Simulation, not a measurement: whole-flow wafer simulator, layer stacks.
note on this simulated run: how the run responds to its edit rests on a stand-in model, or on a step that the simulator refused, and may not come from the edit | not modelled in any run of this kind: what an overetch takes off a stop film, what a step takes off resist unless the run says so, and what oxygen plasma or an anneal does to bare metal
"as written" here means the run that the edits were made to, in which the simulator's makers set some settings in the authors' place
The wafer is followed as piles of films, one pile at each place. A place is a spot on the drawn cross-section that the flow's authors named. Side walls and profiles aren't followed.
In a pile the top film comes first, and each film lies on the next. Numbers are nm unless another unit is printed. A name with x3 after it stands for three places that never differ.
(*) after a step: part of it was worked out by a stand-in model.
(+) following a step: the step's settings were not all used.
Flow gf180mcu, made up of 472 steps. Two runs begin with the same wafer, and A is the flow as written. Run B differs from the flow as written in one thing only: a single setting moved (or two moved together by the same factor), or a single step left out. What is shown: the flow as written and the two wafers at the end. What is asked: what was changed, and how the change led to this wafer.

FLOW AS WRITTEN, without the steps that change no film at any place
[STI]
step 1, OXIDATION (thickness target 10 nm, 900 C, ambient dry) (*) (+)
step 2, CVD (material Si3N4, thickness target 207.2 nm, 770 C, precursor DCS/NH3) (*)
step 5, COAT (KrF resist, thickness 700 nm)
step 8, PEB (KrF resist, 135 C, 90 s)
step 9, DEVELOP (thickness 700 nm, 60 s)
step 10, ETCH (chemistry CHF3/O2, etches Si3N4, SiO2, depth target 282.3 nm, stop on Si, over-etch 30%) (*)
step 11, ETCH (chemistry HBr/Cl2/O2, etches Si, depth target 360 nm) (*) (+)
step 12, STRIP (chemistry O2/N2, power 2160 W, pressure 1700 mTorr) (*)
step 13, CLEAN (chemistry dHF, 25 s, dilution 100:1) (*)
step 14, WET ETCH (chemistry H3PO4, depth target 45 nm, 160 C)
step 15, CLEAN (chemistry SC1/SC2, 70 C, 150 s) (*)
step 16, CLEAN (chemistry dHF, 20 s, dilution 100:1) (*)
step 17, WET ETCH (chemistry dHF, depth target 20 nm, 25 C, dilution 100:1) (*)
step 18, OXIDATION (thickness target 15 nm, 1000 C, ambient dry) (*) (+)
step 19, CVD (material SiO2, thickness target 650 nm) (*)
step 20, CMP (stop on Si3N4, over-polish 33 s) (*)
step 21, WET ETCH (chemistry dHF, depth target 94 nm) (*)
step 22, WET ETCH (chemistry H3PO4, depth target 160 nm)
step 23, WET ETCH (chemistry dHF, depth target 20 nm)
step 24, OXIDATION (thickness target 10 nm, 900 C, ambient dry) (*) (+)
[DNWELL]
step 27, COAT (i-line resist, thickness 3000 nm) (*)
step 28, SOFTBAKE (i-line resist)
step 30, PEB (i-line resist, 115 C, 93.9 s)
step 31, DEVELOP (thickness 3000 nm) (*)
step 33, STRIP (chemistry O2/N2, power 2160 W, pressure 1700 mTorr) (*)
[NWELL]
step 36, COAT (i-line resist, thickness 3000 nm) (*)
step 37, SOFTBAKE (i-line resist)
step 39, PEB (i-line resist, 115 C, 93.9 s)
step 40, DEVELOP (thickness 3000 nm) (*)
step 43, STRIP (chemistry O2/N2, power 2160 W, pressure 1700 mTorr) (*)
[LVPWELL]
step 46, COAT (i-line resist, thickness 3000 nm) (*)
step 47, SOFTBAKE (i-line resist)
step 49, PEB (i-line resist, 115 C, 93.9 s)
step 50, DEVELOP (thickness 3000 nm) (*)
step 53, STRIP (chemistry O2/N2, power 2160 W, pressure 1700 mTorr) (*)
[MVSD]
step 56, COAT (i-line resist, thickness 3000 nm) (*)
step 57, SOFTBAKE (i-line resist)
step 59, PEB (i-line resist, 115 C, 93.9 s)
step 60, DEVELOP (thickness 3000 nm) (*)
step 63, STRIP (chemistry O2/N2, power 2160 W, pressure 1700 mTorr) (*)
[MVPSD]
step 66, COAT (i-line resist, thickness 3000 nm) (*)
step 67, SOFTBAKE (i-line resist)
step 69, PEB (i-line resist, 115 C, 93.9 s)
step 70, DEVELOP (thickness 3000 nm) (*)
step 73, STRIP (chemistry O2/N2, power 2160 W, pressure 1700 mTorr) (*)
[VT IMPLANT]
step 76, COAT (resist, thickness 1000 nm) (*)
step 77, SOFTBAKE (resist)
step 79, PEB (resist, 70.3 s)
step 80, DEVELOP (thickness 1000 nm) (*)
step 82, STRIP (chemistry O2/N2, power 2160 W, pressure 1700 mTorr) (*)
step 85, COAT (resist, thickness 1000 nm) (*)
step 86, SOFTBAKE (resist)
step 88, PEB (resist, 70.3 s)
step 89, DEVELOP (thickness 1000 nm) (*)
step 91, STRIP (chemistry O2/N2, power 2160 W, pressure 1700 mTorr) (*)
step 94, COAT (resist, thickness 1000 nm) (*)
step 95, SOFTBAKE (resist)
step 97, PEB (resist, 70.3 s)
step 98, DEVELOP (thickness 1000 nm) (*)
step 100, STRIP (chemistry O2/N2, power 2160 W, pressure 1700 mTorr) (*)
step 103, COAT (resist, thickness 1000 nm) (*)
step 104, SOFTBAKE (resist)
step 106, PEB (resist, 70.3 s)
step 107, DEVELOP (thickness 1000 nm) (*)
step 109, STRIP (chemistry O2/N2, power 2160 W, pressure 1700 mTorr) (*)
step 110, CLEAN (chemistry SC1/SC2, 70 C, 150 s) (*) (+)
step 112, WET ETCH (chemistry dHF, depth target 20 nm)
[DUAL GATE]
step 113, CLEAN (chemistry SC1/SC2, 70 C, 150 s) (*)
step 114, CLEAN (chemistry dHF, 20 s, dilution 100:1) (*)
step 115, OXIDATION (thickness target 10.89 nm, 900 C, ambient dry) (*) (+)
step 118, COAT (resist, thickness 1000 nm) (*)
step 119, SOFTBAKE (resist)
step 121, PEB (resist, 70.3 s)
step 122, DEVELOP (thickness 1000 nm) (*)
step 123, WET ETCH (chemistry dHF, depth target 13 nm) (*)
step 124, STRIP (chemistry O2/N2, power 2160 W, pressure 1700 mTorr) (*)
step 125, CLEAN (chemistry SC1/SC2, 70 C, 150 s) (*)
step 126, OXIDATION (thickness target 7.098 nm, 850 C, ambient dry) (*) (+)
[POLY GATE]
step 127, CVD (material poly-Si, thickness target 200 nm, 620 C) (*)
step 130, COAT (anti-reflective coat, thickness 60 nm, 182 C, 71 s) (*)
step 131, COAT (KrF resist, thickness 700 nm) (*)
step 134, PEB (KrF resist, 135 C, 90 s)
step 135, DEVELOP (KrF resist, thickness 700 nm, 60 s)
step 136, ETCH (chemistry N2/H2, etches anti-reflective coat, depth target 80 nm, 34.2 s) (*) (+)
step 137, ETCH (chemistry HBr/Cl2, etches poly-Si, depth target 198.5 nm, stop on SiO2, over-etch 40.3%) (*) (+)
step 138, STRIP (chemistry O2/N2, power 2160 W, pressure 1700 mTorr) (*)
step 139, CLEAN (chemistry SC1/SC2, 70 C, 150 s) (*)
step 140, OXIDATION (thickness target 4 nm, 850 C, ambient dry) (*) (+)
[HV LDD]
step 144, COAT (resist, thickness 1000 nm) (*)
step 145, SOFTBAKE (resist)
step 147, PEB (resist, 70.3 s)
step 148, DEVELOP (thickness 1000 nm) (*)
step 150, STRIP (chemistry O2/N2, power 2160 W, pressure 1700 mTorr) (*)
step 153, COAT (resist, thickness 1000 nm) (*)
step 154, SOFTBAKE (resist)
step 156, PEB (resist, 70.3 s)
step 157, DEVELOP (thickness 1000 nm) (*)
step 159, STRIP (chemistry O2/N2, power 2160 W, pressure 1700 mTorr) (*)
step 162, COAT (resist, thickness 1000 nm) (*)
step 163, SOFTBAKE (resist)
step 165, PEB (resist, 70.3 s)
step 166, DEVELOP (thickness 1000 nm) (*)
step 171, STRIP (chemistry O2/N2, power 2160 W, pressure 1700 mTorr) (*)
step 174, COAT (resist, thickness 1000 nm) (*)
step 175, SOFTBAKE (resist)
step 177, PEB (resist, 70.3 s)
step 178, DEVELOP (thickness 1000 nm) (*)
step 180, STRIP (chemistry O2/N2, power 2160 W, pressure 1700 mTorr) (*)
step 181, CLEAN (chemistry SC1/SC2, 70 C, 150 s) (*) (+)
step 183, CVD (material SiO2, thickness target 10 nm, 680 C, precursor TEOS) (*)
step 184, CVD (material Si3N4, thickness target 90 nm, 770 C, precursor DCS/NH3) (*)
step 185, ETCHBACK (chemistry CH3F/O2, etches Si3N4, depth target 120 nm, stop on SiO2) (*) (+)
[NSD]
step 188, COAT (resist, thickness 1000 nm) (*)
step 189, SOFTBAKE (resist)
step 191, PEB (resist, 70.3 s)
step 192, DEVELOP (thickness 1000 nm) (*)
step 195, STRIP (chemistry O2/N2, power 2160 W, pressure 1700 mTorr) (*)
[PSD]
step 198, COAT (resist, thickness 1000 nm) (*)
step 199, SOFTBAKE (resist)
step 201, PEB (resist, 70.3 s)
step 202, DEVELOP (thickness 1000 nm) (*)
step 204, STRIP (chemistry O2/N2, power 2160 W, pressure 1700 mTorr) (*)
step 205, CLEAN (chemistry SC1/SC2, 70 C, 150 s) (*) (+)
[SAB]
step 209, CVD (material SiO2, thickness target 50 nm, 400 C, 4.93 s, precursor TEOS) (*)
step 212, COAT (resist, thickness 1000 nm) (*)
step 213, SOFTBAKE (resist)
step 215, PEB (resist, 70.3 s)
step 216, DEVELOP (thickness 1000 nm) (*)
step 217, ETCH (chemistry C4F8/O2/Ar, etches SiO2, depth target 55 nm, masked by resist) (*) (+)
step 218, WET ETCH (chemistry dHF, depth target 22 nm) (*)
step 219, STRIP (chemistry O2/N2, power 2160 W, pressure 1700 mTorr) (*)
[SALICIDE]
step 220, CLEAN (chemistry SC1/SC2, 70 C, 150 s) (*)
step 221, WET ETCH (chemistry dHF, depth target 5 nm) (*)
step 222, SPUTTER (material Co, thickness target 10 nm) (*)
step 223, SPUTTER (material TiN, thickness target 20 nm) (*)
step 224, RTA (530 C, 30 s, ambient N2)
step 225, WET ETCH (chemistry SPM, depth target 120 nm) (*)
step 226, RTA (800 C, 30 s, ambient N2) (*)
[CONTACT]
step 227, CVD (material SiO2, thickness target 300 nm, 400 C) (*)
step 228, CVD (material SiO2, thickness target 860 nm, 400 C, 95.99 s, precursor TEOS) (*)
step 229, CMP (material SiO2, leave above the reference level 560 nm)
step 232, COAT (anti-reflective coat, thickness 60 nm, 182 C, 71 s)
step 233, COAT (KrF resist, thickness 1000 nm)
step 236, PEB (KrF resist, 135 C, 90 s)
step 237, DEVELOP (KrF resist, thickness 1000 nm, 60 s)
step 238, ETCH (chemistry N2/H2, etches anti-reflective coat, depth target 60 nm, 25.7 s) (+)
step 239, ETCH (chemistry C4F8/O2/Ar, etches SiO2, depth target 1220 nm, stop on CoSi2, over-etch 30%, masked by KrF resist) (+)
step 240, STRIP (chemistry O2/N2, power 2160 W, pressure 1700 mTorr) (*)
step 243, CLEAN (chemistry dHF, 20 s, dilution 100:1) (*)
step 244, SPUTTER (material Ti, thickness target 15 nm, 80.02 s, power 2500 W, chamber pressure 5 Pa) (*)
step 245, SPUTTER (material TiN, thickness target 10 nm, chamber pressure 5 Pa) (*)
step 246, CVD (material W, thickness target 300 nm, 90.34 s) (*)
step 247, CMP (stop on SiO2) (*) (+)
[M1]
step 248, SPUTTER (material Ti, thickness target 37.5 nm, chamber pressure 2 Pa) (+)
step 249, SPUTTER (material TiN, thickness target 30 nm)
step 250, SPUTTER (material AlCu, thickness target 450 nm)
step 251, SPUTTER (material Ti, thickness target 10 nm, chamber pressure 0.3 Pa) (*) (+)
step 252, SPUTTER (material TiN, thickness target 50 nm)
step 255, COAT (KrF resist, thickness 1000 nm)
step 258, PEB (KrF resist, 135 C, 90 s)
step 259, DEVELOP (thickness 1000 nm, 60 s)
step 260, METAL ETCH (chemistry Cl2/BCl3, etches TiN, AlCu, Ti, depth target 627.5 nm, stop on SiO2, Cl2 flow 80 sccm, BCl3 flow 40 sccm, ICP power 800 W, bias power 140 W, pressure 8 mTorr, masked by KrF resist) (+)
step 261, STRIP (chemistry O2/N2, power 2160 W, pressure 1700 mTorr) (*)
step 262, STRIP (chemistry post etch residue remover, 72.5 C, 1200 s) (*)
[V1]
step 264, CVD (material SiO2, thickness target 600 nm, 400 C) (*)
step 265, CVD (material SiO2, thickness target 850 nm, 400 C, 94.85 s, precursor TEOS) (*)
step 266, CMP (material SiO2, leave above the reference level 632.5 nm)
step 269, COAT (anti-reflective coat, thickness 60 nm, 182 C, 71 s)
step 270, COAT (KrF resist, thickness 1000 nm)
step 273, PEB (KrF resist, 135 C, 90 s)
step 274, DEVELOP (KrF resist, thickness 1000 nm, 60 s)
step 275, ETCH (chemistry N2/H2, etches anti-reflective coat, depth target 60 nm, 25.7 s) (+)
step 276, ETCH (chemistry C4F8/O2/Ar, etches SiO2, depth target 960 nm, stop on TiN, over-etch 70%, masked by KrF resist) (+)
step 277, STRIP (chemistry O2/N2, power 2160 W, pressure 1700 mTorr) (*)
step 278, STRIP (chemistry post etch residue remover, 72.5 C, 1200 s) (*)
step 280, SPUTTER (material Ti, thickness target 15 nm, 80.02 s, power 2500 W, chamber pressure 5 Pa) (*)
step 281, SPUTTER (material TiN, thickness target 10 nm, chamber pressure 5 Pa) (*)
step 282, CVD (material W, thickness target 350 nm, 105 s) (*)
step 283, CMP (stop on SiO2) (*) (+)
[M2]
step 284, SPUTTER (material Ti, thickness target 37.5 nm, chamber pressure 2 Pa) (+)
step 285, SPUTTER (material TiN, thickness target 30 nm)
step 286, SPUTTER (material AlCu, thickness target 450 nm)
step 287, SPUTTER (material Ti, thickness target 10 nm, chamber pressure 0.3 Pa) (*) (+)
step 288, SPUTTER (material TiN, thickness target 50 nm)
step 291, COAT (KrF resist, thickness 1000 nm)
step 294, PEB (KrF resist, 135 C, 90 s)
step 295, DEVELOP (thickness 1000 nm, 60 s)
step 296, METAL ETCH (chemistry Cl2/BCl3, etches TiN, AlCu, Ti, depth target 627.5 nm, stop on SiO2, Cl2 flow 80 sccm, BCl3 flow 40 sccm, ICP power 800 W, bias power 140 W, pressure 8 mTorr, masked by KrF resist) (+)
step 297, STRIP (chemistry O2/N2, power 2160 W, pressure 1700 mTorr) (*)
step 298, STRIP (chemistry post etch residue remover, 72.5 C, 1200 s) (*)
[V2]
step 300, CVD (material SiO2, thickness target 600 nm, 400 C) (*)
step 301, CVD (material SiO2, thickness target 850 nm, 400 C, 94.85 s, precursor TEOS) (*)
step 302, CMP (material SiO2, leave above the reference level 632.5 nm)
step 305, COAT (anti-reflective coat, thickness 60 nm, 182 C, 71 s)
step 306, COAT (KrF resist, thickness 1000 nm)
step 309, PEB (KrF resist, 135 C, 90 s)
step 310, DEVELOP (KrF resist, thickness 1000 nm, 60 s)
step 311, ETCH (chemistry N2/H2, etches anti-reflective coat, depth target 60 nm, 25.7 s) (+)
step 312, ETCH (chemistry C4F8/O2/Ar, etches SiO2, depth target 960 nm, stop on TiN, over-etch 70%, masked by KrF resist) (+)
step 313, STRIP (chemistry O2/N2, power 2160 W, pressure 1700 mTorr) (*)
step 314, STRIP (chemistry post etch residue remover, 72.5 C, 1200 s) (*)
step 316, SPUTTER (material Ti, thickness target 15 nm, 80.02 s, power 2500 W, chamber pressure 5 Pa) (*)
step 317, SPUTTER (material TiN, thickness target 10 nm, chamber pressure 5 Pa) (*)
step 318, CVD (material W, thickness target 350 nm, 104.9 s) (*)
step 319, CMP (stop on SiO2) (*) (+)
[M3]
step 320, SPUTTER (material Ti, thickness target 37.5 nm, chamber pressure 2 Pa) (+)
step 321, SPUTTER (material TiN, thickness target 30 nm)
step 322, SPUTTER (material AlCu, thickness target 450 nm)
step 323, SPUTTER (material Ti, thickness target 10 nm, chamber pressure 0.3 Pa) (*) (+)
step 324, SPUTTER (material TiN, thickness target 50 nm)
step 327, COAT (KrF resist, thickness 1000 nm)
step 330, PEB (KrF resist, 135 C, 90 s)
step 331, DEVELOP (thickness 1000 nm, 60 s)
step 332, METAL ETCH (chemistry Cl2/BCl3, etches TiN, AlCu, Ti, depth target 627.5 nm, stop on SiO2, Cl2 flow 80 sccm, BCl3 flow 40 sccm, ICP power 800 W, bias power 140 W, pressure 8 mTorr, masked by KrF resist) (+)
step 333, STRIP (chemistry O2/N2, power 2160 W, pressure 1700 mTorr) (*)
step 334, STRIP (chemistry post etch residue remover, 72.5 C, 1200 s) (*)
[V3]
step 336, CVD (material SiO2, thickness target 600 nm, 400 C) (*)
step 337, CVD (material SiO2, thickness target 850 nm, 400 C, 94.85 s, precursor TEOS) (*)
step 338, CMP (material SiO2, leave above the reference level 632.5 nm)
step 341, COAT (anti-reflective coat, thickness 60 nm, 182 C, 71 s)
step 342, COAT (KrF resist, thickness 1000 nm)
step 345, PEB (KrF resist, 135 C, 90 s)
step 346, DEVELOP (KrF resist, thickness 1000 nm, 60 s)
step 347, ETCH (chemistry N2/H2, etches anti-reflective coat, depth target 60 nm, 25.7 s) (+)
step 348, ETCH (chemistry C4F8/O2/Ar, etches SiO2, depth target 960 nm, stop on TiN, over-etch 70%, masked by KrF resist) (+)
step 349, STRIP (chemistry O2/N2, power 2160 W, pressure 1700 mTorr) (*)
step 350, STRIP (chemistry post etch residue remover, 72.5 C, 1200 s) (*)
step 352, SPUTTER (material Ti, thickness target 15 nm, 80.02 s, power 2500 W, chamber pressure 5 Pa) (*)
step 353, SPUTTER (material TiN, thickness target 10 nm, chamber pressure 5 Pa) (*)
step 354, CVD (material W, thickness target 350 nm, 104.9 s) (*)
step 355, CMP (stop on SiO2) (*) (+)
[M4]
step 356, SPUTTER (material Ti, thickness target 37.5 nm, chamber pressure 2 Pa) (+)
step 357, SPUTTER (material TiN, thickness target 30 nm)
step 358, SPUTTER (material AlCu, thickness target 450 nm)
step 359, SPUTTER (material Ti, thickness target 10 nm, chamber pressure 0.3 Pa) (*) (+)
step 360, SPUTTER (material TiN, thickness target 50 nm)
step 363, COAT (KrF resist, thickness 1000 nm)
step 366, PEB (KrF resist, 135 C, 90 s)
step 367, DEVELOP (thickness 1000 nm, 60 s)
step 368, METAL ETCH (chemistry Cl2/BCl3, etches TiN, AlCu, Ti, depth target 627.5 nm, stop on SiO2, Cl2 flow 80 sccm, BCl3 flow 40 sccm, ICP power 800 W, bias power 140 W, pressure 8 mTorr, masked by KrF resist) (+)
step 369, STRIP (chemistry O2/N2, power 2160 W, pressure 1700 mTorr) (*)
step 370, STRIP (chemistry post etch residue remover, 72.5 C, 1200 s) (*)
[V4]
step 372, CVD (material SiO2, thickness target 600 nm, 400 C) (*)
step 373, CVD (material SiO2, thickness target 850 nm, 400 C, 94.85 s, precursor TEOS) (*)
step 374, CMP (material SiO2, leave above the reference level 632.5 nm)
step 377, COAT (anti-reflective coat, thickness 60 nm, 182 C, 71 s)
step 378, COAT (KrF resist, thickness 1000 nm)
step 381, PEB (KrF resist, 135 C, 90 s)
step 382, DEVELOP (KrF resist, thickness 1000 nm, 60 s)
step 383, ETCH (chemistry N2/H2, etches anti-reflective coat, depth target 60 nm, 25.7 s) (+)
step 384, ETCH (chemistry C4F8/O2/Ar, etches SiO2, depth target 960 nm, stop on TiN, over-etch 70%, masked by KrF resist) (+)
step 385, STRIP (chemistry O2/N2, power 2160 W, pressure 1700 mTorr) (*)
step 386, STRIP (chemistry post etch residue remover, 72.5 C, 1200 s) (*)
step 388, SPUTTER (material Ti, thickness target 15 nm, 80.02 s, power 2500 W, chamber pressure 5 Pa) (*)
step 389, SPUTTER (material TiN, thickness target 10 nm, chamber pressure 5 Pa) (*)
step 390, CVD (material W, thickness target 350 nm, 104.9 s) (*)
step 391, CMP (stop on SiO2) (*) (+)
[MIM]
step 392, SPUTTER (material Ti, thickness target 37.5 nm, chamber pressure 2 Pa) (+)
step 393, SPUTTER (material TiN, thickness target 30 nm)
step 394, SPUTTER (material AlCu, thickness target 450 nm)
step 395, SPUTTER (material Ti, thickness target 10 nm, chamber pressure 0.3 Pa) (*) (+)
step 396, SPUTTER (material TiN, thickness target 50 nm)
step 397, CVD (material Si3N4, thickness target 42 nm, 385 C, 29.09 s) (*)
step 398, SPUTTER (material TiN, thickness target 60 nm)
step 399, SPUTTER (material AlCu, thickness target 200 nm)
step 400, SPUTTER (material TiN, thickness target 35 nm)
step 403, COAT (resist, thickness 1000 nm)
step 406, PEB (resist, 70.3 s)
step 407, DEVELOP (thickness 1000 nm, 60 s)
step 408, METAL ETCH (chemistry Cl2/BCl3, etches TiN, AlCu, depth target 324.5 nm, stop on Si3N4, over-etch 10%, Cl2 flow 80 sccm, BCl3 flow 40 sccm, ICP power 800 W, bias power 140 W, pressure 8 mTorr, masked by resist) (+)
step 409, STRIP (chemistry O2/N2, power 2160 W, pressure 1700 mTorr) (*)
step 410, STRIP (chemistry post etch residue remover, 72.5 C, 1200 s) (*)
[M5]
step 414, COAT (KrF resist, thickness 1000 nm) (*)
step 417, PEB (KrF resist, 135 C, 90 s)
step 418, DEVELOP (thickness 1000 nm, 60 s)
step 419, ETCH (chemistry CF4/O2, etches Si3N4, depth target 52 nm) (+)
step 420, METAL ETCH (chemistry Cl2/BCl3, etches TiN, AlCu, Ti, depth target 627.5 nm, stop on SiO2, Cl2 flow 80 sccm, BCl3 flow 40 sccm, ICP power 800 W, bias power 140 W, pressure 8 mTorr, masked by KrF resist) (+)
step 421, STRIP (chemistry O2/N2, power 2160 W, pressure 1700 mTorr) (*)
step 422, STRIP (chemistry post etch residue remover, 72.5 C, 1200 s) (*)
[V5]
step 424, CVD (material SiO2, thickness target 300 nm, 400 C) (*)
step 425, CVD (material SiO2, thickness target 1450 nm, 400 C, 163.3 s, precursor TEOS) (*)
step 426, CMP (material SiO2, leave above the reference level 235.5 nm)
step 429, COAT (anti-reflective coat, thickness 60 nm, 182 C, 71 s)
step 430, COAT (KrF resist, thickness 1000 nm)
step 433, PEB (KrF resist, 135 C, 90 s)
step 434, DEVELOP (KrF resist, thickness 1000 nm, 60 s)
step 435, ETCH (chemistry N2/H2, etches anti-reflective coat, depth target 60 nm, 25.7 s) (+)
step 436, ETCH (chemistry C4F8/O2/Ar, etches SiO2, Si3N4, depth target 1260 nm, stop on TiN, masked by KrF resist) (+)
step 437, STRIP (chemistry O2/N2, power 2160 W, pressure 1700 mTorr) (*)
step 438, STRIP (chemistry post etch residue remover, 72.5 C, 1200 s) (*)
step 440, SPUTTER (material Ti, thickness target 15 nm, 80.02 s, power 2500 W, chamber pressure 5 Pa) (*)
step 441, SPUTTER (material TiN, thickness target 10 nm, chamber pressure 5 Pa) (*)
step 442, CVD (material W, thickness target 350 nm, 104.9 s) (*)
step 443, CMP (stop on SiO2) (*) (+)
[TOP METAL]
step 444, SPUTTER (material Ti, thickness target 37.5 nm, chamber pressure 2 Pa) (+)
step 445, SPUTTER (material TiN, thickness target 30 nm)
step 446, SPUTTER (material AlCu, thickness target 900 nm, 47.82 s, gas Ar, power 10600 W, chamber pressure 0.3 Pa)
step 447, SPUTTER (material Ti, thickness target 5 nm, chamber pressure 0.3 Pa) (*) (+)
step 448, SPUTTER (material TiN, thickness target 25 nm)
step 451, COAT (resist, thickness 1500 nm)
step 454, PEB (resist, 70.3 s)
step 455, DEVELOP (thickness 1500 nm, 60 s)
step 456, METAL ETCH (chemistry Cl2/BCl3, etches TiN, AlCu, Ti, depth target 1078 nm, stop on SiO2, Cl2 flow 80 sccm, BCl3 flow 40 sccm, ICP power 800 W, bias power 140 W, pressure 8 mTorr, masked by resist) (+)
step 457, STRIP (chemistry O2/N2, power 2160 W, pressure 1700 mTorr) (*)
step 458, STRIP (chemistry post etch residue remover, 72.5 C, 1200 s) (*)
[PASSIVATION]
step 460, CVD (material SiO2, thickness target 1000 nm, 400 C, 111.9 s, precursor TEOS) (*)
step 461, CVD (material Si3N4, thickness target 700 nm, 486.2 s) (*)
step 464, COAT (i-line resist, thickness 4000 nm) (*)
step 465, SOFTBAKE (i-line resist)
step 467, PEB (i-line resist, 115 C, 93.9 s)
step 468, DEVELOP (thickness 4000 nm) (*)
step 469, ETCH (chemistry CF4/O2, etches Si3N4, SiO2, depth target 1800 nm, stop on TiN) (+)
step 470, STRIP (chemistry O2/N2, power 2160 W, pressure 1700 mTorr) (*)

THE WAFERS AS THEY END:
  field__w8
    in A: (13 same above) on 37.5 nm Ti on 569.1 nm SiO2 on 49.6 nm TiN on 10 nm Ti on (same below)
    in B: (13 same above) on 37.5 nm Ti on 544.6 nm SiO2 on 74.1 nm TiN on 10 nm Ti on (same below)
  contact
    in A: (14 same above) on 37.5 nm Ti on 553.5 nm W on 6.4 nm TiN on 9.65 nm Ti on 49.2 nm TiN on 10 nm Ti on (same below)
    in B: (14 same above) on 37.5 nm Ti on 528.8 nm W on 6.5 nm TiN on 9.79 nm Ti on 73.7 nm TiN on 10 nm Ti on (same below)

Cause: step 360, SPUTTER: thickness target 74.5 nm was run, whereas the flow has thickness target 50 nm.

The path from the change to this, step by step:
  step 360, SPUTTER (material TiN, thickness target 50 nm)
      field, field__w1, field__w2 and 108 more: A TiN gains 50 (new film) | B TiN gains 74.5 (new film)
  step 368, METAL ETCH (chemistry Cl2/BCl3, etches TiN, AlCu, Ti, depth target 627.5 nm, stop on SiO2, Cl2 flow 80 sccm, BCl3 flow 40 sccm, ICP power 800 W, bias power 140 W, pressure 8 mTorr, masked by KrF resist) (+)
      field, field__w1, field__w2 and 103 more: A TiN loses 50 (all of it), Ti loses 10 (all of it), AlCu loses 450 (all of it), TiN loses 30 (all of it), Ti loses 37.5 (all of it) | B TiN loses 74.5 (all of it), Ti loses 10 (all of it), AlCu loses 450 (all of it), TiN loses 30 (all of it), Ti loses 37.5 (all of it)
  step 374, CMP (material SiO2, leave above the reference level 632.5 nm)
      field__w8, contact, m1, m1__w1, m1_nw: A SiO2 loses 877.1 | B SiO2 loses 901.6
  step 384, ETCH (chemistry C4F8/O2/Ar, etches SiO2, depth target 960 nm, stop on TiN, over-etch 70%, masked by KrF resist) (+)
      field, field__w1, field__w2 and 107 more: A KrF resist loses 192 | B KrF resist loses 186.3
      contact: A SiO2 loses 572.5 (all of it) | B SiO2 loses 548 (all of it)
  step 390, CVD (material W, thickness target 350 nm, 104.9 s) (*)
      contact: A W gains 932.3 (new film) | B W gains 907.6 (new film)
